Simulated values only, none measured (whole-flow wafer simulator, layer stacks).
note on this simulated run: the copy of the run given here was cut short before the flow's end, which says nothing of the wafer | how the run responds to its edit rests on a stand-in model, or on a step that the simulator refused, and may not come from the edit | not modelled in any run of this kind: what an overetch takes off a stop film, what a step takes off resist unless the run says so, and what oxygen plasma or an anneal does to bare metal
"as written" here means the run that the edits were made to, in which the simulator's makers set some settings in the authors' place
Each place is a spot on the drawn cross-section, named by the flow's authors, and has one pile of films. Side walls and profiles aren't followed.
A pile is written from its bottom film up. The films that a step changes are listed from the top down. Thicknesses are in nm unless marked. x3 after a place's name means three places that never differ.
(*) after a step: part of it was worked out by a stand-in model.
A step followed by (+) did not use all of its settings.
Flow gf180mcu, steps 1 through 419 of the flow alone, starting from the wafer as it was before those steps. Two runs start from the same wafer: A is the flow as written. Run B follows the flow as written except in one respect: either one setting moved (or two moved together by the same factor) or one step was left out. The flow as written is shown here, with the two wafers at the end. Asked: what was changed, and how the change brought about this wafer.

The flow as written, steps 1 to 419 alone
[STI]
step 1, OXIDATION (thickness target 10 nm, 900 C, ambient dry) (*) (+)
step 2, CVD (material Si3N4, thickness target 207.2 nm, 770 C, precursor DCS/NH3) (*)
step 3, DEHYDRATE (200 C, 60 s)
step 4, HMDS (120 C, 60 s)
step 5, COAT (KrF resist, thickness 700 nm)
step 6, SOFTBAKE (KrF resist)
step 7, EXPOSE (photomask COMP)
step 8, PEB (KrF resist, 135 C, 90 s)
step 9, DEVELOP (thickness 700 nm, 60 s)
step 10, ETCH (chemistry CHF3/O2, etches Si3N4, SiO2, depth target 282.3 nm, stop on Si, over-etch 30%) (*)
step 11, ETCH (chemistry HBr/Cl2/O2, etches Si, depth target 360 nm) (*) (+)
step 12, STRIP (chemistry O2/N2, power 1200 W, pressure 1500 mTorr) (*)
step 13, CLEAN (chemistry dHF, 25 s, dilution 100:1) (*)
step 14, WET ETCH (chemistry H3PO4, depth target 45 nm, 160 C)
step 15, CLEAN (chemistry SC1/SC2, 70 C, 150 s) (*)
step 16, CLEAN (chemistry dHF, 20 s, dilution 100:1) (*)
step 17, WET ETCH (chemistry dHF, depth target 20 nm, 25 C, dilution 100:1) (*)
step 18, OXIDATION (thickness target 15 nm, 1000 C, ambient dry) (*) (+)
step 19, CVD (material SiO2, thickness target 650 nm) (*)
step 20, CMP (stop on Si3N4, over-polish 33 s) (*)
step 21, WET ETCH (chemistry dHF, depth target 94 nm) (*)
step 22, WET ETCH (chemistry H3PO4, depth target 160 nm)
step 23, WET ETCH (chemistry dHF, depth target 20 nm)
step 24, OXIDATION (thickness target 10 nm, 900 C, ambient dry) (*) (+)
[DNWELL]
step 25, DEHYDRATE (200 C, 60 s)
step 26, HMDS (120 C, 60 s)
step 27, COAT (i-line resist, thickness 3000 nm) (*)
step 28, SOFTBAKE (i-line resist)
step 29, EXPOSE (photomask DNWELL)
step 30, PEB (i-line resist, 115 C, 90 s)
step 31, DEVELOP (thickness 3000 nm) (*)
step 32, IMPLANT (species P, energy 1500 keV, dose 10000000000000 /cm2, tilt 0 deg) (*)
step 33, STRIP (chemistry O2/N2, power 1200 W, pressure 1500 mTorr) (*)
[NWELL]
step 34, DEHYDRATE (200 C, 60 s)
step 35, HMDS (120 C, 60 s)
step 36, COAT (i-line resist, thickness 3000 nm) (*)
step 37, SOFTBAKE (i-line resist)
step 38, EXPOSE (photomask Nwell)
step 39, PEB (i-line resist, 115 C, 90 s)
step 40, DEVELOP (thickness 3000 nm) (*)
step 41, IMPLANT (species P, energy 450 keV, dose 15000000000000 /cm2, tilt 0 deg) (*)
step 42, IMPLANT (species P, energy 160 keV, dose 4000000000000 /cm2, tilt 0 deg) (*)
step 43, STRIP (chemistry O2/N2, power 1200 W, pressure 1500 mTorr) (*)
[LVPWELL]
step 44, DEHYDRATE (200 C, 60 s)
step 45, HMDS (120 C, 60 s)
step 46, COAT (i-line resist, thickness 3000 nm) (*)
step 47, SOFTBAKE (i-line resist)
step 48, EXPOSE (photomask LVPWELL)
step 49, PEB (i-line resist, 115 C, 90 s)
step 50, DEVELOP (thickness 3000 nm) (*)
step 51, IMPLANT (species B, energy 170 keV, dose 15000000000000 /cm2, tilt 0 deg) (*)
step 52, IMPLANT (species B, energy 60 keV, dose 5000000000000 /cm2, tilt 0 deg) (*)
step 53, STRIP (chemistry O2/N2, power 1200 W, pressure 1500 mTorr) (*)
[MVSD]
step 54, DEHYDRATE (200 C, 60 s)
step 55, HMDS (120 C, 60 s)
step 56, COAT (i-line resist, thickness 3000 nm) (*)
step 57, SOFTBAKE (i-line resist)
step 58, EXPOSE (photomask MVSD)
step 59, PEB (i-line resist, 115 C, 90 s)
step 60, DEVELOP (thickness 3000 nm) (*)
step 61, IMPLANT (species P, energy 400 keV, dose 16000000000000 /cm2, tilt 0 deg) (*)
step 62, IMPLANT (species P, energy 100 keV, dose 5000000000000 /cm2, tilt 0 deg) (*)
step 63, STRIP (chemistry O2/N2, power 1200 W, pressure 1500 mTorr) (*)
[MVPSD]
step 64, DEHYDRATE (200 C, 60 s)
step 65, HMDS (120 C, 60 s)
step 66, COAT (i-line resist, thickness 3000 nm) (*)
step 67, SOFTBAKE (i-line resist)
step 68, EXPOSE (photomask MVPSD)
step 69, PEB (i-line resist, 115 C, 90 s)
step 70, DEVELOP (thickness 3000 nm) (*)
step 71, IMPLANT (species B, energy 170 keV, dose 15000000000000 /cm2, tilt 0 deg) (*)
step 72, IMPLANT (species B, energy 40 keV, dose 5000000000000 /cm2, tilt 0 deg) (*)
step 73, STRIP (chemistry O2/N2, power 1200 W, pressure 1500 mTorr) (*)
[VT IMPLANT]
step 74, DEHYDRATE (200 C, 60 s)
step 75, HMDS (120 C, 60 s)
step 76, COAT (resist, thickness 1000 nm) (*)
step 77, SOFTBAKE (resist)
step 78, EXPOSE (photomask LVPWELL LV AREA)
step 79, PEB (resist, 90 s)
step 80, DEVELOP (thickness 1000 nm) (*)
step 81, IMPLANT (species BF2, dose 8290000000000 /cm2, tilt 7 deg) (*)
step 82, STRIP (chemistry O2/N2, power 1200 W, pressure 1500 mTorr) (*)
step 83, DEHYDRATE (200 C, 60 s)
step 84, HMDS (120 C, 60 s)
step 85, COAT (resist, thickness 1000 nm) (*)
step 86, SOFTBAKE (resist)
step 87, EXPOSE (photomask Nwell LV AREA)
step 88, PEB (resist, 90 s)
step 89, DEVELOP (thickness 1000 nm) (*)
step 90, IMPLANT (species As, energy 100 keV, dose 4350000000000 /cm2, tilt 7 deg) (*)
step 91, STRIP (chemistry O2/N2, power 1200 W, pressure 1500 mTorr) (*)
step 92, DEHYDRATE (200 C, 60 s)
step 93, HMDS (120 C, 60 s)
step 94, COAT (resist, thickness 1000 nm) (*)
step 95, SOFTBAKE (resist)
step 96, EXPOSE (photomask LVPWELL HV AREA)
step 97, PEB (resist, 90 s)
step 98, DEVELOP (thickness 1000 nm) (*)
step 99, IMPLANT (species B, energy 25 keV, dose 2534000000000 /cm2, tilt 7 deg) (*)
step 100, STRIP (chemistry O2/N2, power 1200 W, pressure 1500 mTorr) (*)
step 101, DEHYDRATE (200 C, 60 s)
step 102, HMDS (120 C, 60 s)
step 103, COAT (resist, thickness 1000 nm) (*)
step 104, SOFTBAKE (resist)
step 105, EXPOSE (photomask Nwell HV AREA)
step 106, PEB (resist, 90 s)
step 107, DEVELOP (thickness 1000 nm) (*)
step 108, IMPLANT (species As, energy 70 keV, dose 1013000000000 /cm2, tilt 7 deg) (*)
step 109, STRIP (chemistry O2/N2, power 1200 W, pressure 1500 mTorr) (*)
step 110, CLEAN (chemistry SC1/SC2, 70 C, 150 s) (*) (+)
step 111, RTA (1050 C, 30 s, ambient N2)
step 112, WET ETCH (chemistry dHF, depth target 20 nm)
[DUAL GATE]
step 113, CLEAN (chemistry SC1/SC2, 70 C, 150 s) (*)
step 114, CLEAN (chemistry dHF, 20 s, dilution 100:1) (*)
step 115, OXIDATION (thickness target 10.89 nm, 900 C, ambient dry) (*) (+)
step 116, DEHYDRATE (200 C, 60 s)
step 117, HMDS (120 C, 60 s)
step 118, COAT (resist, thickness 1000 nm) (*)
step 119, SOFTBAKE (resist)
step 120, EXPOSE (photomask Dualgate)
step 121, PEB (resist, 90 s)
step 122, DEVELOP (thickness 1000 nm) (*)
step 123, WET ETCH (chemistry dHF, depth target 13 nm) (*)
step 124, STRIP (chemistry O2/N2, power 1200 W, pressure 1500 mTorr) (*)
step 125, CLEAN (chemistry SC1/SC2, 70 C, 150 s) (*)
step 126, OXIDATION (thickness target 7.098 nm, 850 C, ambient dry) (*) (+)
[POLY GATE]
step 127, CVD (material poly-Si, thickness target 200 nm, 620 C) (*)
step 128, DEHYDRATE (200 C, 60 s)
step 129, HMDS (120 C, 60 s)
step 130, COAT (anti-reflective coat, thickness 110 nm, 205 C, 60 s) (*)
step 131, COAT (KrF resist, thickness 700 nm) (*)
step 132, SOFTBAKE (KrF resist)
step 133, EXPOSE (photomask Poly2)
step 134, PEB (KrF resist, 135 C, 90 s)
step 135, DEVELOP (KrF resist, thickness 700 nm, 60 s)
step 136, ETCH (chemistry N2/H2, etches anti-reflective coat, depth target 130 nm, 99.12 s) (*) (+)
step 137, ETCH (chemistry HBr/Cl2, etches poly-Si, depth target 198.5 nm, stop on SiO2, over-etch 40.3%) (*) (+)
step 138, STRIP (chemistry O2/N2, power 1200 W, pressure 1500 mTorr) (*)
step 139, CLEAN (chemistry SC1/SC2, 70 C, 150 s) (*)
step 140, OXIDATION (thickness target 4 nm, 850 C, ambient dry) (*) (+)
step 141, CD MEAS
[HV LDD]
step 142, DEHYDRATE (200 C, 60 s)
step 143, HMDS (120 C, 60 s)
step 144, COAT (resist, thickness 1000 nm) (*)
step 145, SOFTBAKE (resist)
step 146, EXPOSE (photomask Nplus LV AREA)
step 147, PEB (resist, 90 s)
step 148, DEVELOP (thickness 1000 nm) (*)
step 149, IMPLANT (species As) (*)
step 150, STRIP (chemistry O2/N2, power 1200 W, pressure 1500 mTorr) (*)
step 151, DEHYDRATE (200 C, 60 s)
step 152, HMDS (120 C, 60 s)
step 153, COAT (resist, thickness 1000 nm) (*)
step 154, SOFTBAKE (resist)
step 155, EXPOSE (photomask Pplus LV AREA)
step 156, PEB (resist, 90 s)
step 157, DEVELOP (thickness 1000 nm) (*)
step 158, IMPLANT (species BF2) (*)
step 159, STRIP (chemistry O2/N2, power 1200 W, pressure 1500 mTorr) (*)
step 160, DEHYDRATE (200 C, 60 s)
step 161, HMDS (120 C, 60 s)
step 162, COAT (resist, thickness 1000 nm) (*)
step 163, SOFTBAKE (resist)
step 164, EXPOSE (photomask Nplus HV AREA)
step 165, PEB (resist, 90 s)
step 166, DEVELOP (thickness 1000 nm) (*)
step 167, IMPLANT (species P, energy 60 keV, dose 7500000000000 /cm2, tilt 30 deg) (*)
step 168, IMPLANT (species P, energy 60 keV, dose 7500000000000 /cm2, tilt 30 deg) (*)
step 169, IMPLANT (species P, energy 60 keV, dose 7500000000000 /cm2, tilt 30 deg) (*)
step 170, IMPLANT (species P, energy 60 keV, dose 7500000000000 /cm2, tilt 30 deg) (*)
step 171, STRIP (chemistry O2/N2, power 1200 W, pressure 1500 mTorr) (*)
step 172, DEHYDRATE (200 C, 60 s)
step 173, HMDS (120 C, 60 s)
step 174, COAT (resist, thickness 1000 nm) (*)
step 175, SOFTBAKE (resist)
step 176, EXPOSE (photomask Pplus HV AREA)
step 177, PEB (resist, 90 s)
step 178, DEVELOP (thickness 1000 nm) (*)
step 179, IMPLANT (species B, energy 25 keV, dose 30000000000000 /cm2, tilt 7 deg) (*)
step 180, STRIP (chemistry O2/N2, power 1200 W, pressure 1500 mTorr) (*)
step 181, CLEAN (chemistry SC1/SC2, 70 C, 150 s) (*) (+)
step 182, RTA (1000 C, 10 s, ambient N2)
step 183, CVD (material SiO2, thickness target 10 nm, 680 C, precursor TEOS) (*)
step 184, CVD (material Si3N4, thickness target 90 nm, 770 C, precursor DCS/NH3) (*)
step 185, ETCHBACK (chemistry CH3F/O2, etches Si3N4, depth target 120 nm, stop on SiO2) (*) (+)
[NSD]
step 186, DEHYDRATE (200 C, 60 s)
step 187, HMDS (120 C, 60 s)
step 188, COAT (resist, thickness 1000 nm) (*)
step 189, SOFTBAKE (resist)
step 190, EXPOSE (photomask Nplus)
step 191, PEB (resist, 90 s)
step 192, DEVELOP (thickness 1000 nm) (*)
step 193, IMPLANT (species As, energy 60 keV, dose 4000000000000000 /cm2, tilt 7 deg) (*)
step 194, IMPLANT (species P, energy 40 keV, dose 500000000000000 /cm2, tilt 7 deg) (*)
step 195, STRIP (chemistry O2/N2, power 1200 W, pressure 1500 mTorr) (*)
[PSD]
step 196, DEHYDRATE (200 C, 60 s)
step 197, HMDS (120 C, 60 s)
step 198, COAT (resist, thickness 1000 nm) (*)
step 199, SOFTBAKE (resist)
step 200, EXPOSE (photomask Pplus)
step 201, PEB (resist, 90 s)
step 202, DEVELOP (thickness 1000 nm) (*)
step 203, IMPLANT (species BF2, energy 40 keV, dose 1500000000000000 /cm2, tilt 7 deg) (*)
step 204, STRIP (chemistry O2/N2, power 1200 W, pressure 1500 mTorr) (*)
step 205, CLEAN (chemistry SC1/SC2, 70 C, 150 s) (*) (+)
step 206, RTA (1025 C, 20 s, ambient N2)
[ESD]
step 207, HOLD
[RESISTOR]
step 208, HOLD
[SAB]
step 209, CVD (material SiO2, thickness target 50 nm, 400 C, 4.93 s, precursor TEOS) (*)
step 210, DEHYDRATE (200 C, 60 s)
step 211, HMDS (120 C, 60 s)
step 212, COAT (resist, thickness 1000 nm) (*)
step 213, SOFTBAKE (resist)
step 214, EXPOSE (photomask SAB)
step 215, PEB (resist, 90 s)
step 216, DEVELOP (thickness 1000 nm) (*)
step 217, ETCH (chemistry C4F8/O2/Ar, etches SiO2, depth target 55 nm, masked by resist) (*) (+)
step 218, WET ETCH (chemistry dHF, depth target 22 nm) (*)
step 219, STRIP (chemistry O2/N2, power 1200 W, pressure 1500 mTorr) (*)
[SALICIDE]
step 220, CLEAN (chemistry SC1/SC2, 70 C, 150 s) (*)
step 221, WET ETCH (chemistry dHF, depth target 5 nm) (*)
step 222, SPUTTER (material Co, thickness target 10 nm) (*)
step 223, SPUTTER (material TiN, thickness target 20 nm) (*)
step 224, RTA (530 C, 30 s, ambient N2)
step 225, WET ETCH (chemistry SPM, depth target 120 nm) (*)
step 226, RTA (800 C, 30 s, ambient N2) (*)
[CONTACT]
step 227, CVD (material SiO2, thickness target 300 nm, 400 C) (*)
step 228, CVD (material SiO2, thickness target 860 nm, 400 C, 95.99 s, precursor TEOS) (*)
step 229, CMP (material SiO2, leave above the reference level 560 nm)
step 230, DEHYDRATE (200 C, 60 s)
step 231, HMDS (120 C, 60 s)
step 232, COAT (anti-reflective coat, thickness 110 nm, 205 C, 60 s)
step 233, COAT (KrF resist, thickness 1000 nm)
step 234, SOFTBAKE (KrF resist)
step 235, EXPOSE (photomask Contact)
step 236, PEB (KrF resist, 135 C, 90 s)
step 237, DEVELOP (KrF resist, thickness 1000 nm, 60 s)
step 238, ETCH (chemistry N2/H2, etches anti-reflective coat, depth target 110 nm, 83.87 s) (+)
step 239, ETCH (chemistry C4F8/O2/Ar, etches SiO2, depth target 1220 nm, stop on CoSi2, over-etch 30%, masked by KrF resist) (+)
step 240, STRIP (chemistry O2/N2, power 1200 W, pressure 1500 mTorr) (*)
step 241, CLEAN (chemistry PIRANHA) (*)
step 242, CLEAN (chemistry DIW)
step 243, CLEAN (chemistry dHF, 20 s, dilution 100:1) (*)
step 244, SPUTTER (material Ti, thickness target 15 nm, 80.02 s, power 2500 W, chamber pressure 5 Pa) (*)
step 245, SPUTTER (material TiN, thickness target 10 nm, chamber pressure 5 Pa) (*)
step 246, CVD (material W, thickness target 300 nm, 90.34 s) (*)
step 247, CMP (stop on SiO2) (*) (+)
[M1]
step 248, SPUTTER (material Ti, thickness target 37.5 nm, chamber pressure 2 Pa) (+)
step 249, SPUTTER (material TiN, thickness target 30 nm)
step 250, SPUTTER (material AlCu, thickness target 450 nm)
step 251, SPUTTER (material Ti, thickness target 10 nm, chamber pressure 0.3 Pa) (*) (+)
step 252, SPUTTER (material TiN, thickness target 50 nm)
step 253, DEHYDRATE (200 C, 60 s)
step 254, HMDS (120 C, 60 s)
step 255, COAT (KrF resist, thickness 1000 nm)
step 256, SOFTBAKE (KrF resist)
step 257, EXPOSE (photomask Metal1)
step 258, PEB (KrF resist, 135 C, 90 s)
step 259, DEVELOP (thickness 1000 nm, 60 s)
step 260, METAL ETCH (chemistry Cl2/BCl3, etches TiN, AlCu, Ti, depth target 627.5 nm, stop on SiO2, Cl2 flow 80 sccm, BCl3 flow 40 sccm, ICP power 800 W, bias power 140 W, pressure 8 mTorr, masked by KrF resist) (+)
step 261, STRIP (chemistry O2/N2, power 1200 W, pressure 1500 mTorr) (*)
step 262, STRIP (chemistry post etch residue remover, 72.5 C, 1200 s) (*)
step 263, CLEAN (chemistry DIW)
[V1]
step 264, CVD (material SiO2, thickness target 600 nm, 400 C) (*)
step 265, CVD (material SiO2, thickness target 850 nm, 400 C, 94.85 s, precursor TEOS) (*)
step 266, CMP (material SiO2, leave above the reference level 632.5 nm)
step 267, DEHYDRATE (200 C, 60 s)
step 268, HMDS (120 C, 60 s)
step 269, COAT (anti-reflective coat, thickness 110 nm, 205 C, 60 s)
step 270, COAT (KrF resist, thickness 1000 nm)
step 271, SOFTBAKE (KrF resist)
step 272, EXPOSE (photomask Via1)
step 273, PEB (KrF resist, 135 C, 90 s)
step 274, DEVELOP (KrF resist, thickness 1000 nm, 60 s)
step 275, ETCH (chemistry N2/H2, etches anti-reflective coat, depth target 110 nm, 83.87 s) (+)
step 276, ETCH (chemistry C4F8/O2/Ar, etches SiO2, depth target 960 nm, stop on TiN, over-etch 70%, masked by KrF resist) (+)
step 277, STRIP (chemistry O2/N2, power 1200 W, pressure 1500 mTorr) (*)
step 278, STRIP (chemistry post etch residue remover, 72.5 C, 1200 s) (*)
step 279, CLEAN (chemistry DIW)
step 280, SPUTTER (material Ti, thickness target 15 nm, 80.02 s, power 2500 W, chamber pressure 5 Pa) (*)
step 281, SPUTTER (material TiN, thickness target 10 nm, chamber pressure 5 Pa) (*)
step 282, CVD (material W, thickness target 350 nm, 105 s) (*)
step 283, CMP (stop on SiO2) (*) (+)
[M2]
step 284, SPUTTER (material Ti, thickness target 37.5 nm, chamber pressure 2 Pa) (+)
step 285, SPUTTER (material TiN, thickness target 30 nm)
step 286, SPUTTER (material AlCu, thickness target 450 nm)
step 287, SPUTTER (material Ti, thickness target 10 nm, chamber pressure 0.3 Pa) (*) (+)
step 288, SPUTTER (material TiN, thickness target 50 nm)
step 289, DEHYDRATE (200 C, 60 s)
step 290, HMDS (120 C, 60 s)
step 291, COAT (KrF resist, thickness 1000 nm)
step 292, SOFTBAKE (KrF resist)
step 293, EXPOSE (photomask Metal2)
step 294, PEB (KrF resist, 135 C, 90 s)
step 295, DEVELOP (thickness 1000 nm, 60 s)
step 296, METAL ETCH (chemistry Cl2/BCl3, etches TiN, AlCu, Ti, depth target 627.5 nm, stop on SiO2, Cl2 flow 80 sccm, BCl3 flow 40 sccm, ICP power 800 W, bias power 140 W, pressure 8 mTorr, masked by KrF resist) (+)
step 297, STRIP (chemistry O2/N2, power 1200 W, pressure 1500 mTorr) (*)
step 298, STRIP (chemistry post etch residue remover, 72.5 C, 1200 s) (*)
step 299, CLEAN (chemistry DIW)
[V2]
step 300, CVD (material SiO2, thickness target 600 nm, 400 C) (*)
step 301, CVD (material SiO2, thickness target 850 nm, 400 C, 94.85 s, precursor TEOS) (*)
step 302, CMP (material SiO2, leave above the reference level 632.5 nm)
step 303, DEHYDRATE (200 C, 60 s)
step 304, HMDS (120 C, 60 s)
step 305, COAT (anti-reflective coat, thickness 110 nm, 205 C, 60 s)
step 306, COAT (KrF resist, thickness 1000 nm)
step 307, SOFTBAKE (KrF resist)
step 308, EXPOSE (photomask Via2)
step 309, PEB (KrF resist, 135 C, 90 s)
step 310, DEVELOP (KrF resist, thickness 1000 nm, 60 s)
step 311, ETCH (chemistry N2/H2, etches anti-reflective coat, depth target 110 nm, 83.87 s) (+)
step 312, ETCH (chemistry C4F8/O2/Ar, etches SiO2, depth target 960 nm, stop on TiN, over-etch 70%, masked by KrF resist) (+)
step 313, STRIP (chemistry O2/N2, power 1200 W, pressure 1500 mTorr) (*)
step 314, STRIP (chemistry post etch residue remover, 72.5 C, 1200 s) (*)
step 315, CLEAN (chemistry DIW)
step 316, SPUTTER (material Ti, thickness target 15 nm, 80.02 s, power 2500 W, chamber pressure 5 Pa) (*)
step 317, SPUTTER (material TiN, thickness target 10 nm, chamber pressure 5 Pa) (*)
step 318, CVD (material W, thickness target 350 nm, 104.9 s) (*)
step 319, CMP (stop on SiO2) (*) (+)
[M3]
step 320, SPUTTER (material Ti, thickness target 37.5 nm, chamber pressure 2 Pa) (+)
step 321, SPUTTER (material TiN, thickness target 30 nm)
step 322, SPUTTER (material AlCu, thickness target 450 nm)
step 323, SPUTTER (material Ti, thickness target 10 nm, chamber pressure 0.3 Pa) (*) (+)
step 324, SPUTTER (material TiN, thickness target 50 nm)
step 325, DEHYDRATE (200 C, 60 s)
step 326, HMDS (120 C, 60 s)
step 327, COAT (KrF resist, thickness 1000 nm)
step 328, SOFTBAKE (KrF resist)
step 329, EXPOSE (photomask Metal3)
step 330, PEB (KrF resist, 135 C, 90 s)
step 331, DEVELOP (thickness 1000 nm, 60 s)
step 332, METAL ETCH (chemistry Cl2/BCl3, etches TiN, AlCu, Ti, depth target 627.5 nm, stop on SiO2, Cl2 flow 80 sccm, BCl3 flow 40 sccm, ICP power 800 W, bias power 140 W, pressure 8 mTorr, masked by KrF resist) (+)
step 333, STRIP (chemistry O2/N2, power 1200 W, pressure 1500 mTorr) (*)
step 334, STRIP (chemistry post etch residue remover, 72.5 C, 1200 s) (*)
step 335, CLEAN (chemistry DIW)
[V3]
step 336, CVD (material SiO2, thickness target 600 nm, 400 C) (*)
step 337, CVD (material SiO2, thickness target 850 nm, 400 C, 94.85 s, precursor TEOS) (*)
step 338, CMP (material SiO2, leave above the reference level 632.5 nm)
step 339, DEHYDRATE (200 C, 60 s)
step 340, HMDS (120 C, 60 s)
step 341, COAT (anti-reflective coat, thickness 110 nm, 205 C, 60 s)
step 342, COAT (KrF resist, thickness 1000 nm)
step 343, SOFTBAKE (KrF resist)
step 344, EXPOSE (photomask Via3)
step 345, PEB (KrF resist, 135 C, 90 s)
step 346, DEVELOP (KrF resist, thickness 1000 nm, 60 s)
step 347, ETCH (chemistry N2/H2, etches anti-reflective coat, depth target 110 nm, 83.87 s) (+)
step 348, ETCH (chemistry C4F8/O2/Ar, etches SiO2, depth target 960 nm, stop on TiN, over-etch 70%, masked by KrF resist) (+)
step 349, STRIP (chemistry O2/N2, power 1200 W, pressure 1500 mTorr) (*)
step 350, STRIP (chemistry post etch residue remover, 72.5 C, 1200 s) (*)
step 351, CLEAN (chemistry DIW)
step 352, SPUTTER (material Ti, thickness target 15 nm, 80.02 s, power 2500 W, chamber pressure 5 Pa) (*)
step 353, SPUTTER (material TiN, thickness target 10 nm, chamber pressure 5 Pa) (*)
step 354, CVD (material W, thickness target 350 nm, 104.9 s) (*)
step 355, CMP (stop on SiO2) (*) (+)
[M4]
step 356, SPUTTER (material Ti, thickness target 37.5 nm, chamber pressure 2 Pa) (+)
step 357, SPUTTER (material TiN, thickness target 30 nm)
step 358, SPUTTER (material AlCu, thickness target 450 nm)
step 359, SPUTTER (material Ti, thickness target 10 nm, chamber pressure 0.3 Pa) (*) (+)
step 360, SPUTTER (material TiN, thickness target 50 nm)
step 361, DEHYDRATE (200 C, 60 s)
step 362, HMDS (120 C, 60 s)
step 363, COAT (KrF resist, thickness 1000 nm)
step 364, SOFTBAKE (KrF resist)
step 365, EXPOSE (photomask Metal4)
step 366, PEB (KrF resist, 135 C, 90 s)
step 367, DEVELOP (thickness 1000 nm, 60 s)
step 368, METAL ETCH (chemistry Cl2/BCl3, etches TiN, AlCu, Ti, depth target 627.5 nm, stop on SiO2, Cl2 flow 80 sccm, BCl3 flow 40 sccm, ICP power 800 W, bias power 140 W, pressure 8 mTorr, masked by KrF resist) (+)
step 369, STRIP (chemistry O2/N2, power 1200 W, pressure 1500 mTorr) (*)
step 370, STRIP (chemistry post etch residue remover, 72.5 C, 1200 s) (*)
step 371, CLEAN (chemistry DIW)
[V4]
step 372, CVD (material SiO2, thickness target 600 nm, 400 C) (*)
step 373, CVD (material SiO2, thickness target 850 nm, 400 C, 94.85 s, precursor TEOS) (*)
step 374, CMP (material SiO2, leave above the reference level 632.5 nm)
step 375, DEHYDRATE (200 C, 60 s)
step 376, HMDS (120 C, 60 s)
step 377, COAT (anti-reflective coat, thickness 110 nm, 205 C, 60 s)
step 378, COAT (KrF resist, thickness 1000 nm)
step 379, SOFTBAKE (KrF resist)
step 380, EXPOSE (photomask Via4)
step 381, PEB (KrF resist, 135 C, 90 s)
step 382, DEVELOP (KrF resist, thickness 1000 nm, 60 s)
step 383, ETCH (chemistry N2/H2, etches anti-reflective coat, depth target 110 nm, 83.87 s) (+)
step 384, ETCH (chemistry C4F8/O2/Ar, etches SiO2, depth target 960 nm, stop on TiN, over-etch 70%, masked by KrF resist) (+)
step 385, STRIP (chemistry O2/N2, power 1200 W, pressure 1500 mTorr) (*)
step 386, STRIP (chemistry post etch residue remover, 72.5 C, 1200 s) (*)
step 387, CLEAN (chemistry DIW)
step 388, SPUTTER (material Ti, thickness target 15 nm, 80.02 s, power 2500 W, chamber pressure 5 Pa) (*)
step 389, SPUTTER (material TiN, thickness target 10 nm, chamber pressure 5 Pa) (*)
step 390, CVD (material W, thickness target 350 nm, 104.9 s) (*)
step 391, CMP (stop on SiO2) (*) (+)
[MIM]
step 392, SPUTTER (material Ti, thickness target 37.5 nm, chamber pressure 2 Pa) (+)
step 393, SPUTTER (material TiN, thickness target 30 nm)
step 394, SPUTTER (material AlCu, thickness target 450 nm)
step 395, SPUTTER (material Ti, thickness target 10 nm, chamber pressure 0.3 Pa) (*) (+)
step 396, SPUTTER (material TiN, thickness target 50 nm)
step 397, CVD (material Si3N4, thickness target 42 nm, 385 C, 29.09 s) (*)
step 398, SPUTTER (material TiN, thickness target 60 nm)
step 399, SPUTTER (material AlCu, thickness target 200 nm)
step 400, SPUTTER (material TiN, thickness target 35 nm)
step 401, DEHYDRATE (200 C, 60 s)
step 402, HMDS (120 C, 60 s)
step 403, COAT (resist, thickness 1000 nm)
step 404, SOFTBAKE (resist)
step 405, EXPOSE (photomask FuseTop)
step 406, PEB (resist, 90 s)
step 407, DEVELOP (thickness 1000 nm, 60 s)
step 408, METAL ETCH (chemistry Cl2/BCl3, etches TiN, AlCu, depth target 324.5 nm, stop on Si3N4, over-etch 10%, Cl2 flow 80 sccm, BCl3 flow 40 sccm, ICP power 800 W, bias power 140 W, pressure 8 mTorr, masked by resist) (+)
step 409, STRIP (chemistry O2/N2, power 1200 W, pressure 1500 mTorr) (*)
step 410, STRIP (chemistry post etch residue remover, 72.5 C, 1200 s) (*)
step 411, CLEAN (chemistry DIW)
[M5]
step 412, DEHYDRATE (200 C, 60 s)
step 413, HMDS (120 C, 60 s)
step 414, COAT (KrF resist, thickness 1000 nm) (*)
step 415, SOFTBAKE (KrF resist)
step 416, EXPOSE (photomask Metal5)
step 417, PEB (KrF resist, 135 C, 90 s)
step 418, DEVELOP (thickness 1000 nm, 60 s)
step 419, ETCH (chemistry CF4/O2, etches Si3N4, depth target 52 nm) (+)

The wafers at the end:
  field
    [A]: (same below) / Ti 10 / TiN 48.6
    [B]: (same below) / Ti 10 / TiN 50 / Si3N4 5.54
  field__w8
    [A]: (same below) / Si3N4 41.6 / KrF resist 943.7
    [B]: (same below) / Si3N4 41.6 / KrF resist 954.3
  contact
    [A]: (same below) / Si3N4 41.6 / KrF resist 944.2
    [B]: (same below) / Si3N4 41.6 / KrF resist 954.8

Cause: step 419, ETCH: depth target 36.1 nm was run, while the flow as written has depth target 52 nm.

Step by step, how the change led to this:
  step 419, ETCH (chemistry CF4/O2, etches Si3N4, depth target 52 nm) (+)
      field, field__w1, field__w2 and 101 more: A Si3N4 loses 41.6 (all of it), TiN loses 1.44 | B Si3N4 loses 36.1
      field__w4, field__w8, contact, m1, m1__w1, mim, mim_1p0, m1_nw: A KrF resist loses 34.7 | B KrF resist loses 24.1
